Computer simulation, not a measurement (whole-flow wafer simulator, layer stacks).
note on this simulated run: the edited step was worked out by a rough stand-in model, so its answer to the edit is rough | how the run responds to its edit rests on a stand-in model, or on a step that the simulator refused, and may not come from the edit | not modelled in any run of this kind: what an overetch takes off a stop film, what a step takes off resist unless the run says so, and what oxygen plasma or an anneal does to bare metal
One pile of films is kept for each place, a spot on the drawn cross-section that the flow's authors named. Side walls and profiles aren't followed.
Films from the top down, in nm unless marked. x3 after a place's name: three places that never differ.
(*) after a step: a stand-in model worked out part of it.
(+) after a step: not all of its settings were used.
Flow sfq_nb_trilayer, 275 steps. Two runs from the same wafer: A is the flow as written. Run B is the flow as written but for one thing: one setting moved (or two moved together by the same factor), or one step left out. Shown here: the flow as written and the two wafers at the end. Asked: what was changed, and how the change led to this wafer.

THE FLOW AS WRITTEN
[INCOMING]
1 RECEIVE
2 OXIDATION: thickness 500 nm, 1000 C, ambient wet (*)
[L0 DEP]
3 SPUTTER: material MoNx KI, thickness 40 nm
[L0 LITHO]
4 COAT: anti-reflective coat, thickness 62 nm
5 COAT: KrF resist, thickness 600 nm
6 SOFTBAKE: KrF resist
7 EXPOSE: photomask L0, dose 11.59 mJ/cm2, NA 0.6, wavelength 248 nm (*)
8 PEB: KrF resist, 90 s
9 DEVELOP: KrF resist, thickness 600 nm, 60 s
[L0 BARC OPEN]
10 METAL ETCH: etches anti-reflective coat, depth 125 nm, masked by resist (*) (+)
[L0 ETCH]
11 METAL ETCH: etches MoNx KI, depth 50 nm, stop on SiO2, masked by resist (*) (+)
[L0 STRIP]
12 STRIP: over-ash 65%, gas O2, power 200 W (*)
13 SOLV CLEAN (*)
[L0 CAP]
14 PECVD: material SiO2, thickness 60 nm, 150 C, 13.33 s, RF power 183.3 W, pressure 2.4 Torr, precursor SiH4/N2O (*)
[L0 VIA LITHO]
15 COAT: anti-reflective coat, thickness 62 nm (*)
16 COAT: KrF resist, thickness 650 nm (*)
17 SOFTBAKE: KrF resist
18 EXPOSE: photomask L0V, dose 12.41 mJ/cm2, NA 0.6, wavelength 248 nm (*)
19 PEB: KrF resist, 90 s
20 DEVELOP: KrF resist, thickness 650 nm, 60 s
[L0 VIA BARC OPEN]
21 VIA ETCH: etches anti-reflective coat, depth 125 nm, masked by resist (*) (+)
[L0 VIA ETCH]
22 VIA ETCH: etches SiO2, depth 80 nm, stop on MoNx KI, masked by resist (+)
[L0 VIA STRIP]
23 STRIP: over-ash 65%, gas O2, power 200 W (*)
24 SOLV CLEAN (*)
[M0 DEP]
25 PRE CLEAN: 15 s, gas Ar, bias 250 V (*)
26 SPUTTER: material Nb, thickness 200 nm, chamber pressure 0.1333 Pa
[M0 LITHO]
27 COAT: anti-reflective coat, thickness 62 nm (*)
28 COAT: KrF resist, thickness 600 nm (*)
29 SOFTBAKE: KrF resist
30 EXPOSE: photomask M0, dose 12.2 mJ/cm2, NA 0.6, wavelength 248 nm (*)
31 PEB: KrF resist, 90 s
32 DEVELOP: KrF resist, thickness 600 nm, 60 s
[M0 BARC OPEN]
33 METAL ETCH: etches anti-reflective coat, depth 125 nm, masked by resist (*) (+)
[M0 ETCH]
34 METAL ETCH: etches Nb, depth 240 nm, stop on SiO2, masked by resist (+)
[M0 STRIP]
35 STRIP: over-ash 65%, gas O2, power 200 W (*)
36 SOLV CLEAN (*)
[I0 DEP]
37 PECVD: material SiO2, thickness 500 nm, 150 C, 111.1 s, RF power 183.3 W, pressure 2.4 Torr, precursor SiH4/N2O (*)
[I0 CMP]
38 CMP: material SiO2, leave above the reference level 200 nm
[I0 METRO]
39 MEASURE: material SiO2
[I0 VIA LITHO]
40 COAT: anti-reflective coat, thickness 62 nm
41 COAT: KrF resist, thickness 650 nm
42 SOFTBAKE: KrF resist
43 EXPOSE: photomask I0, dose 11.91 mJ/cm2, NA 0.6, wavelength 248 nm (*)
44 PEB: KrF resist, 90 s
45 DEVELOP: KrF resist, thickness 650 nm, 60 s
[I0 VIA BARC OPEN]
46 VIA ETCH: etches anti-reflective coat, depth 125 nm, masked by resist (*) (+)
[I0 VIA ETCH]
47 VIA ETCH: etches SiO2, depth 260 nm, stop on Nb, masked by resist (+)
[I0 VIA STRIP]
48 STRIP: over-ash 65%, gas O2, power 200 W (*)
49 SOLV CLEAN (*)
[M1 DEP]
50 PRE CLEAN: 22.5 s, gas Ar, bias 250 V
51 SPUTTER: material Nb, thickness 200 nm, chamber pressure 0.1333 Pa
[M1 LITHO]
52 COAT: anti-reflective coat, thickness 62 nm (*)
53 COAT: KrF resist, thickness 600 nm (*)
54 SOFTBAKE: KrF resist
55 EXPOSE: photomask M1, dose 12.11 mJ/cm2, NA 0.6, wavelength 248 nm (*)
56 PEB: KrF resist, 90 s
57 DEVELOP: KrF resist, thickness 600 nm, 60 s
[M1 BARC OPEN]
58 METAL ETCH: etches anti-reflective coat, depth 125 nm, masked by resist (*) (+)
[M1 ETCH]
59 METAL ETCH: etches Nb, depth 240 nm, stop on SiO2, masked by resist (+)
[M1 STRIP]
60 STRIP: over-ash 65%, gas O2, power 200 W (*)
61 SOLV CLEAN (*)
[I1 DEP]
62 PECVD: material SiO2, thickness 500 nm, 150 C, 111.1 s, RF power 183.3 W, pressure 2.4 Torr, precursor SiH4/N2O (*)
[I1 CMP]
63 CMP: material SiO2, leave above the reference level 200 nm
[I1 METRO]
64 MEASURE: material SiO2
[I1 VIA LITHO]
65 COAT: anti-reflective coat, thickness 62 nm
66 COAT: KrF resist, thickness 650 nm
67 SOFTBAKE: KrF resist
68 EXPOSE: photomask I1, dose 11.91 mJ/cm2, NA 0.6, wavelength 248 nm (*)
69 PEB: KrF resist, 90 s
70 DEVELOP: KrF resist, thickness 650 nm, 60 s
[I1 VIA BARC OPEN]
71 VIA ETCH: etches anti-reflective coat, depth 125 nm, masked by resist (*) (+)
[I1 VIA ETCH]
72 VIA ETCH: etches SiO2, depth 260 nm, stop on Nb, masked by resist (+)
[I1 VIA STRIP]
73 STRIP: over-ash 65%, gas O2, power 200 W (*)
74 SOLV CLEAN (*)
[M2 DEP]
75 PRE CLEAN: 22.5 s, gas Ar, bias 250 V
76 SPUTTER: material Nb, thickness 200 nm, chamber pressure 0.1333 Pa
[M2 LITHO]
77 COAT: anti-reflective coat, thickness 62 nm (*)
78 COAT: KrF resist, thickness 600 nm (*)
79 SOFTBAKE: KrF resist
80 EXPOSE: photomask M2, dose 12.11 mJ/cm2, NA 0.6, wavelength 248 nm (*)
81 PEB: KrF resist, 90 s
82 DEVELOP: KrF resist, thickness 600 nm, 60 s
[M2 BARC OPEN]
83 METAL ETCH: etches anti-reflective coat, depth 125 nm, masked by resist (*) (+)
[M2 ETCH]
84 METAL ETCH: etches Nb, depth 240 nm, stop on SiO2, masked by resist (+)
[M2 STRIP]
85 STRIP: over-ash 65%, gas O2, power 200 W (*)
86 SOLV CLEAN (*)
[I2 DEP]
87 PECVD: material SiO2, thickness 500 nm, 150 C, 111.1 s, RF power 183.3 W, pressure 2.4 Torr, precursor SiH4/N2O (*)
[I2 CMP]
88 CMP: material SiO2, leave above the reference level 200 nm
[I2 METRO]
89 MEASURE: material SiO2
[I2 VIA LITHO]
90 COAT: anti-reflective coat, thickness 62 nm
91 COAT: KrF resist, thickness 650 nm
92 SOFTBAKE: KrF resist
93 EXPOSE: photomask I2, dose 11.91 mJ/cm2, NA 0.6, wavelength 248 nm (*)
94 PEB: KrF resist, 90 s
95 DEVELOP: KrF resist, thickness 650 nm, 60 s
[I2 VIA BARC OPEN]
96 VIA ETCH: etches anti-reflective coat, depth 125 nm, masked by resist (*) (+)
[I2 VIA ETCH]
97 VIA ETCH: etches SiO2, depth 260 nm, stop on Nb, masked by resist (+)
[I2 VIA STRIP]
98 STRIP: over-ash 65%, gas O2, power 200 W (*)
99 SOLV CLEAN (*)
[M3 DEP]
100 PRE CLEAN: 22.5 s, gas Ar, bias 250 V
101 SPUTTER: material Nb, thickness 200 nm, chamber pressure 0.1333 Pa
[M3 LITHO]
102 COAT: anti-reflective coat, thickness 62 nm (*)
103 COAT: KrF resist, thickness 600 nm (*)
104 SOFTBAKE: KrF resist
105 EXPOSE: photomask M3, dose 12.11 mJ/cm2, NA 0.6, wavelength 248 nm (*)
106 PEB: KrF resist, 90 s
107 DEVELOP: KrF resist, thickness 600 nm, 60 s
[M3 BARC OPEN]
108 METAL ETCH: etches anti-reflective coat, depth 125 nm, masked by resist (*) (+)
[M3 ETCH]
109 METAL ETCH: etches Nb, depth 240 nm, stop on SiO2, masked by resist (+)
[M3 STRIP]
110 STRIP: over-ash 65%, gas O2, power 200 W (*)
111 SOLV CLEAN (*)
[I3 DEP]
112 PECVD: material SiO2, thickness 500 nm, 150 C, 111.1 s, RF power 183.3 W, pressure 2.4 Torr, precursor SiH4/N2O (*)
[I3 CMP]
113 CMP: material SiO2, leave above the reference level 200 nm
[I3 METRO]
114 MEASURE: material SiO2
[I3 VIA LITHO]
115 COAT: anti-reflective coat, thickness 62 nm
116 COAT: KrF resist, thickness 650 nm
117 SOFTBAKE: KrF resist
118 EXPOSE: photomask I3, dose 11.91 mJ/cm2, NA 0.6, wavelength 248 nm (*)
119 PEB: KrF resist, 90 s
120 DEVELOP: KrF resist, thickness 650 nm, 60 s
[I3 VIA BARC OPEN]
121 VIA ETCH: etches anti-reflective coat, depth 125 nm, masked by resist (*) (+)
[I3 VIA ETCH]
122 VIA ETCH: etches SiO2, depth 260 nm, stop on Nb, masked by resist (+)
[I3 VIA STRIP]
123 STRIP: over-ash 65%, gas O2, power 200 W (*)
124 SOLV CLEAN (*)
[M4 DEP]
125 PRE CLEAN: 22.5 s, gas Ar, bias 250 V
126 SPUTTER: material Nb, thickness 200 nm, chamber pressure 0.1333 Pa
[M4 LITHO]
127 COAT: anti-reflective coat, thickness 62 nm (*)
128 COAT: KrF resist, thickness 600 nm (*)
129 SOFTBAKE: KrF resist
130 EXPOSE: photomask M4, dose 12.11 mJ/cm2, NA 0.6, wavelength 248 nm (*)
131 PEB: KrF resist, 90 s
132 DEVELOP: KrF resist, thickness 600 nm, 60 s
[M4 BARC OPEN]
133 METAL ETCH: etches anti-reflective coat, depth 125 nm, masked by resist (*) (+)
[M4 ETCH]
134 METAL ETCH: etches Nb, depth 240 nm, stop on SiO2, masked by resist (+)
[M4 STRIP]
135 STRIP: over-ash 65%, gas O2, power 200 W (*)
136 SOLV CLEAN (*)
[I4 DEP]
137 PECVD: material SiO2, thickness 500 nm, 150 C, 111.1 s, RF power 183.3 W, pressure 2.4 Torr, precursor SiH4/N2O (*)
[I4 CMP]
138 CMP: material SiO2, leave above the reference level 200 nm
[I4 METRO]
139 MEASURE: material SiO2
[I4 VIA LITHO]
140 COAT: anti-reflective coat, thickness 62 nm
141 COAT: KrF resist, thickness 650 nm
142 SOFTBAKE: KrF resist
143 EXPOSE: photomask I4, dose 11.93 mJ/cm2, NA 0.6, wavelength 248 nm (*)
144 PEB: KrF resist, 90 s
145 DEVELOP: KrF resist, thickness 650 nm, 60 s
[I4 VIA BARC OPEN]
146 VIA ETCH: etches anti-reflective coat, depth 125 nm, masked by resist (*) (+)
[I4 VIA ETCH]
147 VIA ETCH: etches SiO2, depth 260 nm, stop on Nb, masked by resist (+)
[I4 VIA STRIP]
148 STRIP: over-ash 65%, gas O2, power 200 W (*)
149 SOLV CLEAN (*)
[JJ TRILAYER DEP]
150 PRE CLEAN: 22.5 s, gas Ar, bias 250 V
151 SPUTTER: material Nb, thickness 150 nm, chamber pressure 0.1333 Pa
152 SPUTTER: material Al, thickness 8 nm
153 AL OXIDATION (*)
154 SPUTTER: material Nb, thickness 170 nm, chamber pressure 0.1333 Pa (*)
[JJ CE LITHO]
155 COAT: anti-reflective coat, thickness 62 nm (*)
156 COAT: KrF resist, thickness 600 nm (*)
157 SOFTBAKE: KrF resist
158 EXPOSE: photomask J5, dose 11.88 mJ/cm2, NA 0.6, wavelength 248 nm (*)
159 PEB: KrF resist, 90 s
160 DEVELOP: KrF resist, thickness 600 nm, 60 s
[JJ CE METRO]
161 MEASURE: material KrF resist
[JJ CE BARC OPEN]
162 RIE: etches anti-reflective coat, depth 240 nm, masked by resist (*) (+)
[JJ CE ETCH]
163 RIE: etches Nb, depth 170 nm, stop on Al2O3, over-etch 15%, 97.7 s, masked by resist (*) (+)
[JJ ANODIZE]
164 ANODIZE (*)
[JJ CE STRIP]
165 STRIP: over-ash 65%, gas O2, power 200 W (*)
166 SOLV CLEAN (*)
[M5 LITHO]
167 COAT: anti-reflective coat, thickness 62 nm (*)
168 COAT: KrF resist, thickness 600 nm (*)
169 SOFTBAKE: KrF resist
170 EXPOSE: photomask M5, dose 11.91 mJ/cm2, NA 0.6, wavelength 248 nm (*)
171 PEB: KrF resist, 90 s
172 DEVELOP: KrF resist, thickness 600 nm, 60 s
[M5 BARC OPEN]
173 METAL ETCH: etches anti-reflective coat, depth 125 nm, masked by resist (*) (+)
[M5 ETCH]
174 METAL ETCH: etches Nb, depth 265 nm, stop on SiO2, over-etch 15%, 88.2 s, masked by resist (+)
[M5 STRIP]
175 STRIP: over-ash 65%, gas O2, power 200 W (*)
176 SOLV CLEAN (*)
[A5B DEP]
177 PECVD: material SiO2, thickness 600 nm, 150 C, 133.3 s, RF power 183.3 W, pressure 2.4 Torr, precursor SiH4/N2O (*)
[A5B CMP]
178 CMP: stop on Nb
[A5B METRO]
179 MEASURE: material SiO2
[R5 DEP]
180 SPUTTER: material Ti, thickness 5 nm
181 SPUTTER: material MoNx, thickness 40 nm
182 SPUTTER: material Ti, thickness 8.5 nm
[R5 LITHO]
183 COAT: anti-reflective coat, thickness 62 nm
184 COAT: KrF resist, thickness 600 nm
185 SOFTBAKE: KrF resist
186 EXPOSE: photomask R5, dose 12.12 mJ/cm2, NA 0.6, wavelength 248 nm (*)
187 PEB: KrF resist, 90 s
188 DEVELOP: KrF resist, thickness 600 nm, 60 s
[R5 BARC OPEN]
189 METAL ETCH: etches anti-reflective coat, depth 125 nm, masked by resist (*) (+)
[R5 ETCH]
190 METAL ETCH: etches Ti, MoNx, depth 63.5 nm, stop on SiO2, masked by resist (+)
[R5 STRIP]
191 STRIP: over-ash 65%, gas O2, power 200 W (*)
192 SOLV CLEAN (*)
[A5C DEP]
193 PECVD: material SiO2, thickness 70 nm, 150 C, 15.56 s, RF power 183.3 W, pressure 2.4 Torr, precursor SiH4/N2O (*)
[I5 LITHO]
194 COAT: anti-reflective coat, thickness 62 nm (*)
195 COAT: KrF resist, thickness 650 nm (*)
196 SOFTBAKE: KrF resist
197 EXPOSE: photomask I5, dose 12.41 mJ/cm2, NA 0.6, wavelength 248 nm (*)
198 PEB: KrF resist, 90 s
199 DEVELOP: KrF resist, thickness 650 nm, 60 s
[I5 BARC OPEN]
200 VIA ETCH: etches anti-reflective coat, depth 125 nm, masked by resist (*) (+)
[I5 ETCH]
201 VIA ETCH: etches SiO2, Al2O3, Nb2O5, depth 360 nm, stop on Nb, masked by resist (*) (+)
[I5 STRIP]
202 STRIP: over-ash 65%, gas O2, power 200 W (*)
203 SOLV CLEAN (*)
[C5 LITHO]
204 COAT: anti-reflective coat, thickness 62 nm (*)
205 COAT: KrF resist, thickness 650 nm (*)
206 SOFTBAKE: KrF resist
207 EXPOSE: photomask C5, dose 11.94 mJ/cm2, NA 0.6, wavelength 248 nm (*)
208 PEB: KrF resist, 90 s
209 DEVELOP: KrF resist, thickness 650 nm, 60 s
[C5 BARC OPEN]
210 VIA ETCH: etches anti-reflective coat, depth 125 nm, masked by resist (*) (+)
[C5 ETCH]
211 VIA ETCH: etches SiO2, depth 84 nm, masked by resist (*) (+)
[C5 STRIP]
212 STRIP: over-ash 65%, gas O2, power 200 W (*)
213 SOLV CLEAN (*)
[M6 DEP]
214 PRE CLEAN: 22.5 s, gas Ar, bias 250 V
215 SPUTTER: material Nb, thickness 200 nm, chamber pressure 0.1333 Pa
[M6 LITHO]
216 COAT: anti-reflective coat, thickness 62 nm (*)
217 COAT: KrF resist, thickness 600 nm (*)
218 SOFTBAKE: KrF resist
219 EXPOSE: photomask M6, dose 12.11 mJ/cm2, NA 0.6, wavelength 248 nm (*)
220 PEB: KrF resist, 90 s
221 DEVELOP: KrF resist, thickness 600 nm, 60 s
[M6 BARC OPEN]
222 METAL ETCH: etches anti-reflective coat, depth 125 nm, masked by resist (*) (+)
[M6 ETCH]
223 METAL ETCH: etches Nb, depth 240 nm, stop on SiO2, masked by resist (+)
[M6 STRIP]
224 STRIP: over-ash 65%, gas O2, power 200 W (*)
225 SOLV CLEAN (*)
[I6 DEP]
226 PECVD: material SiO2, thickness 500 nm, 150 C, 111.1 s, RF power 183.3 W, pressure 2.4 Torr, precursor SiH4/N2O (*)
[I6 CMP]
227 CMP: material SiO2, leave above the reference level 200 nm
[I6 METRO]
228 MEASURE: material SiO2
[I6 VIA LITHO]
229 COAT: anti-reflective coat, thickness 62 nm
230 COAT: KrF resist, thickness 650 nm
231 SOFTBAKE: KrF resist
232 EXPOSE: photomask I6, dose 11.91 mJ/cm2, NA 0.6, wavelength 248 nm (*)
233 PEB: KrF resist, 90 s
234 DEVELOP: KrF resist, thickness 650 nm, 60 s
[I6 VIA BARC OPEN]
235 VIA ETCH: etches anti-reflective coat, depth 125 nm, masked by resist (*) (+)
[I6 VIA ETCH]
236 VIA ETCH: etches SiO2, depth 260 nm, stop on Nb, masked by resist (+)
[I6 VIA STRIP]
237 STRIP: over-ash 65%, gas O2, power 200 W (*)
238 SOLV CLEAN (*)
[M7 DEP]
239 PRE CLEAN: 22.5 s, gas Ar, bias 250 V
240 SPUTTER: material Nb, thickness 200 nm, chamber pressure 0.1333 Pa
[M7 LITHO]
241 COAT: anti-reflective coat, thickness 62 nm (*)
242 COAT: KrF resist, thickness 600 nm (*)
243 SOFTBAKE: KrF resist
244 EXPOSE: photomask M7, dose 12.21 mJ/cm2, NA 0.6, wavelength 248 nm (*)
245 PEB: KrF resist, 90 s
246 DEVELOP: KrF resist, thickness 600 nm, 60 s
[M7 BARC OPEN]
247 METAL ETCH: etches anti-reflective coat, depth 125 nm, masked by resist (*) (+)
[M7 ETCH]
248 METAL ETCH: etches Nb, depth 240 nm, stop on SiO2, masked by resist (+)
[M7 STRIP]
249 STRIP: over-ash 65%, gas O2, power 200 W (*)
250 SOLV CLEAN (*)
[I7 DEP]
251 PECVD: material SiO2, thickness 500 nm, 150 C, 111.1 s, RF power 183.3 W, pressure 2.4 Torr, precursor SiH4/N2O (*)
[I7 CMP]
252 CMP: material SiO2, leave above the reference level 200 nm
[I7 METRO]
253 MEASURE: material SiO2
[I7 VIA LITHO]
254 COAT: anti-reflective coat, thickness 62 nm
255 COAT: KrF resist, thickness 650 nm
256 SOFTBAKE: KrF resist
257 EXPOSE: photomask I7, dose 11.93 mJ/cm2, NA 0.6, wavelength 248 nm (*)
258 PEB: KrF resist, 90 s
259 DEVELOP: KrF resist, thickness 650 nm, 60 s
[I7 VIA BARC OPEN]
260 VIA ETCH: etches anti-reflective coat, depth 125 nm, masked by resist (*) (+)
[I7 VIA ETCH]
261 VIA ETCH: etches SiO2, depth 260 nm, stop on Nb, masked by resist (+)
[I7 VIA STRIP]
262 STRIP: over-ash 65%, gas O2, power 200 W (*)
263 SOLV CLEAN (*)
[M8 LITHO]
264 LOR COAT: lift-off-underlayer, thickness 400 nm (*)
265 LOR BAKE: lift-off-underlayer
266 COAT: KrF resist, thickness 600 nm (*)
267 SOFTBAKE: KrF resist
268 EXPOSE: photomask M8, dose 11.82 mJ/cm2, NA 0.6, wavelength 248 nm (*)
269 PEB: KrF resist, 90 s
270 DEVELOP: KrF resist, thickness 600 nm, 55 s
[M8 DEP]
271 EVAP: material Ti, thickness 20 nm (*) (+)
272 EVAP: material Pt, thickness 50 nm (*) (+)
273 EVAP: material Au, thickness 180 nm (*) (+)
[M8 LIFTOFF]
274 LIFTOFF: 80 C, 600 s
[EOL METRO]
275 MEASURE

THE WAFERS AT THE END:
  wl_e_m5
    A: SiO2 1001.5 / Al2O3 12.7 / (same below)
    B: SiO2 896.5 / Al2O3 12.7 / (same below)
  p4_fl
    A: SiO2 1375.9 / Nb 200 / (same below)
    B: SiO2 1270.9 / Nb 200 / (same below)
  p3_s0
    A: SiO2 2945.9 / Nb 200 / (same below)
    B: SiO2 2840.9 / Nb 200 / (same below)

The cause: step 251, PECVD: thickness 295 nm was run, where the flow has thickness 500 nm; step 251, PECVD: 65.56 s was run, where the flow has 111.1 s.

How the change led to this, step by step:
  251 PECVD: material SiO2, thickness 500 nm, 150 C, 111.1 s, RF power 183.3 W, pressure 2.4 Torr, precursor SiH4/N2O (*)
      field_l, p4_fl, p4_fm and 56 more: A SiO2 +500 | B SiO2 +295
      v_sur, via_wl, via_w and 37 more: A SiO2 +500 (new film) | B SiO2 +295 (new film)
      (and at 7 more places)
  252 CMP: material SiO2, leave above the reference level 200 nm
      field_l, p4_fl, p4_fm and 56 more: A SiO2 -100 | B nothing
      field_r, lsp_l: A SiO2 -77.7 | B nothing
      (and at 45 more places)
  254 COAT: anti-reflective coat, thickness 62 nm
      p3_s2, p3_l5, p3_s5, m0r_line_l, m6r_line_l: A anti-reflective coat +62 (new film) | B anti-reflective coat +63.3 (new film)
      gap, jj_sur, be_r, r_sur: A anti-reflective coat +62 (new film) | B anti-reflective coat +57.2 (new film)
      (and at 85 more places)
  255 COAT: KrF resist, thickness 650 nm
      m0r_line_l, r5r_line_r, m6r_line_l: A KrF resist +650 (new film) | B KrF resist +670.8 (new film)
      field_l, wl_c_sr: A KrF resist +650 (new film) | B KrF resist +673.2 (new film)
      (and at 56 more places)
  259 DEVELOP: KrF resist, thickness 650 nm, 60 s
      via_wl: A KrF resist -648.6 (all of it) | B KrF resist -612 (all of it)
      via_w: A KrF resist -648.6 (all of it) | B KrF resist -617.8 (all of it)
      (and at 1 more place)
  260 VIA ETCH: etches anti-reflective coat, depth 125 nm, masked by resist (*) (+)
      field_l, v_sur, via_sp and 100 more: A KrF resist -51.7 | B KrF resist -46.4
      via_wl: A anti-reflective coat -62 (all of it), SiO2 -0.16 | B anti-reflective coat -55.6 (all of it), SiO2 -0.14
      (and at 2 more places)
  262 STRIP: over-ash 65%, gas O2, power 200 W (*)
      ce_l, sp_r: A KrF resist -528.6 (all of it), anti-reflective coat -62 (all of it) | B KrF resist -514.7 (all of it), anti-reflective coat -57.3 (all of it)
      c5j, ce_r: A KrF resist -528.6 (all of it), anti-reflective coat -62 (all of it) | B KrF resist -514.8 (all of it), anti-reflective coat -57.3 (all of it)
      (and at 89 more places)
  264 LOR COAT: lift-off-underlayer, thickness 400 nm (*)
      wl_a_sl, wl_g_sr: A lift-off-underlayer +400 (new film) | B lift-off-underlayer +391.9 (new film)
      wl_d_m1, wl_d_sr: A lift-off-underlayer +400 (new film) | B lift-off-underlayer +417 (new film)
      (and at 81 more places)
  266 COAT: KrF resist, thickness 600 nm (*)
      wl_d_m1, wl_d_sr: A KrF resist +600 (new film) | B KrF resist +617.4 (new film)
      via_wl: A KrF resist +625.2 (new film) | B KrF resist +609.7 (new film)
      (and at 27 more places)
  270 DEVELOP: KrF resist, thickness 600 nm, 55 s
      field_l: A KrF resist -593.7 (all of it), lift-off-underlayer -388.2 (all of it) | B KrF resist -605.1 (all of it), lift-off-underlayer -425.3 (all of it)
      v_sur: A KrF resist -607.3 (all of it), lift-off-underlayer -369.4 (all of it) | B KrF resist -595.2 (all of it), lift-off-underlayer -332 (all of it)
      (and at 9 more places)
  274 LIFTOFF: 80 C, 600 s
      wl_d_m1, wl_d_sr: A Au -180 (all of it), Pt -50 (all of it), Ti -20 (all of it), KrF resist -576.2 (all of it), lift-off-underlayer -400 (all of it) | B Au -180 (all of it), Pt -50 (all of it), Ti -20 (all of it), KrF resist -593.6 (all of it), lift-off-underlayer -417 (all of it)
      m0r_line_l, m6r_line_l: A Au -180 (all of it), Pt -50 (all of it), Ti -20 (all of it), KrF resist -576.2 (all of it), lift-off-underlayer -400 (all of it) | B Au -180 (all of it), Pt -50 (all of it), Ti -20 (all of it), KrF resist -585.6 (all of it), lift-off-underlayer -425.1 (all of it)
      (and at 70 more places)
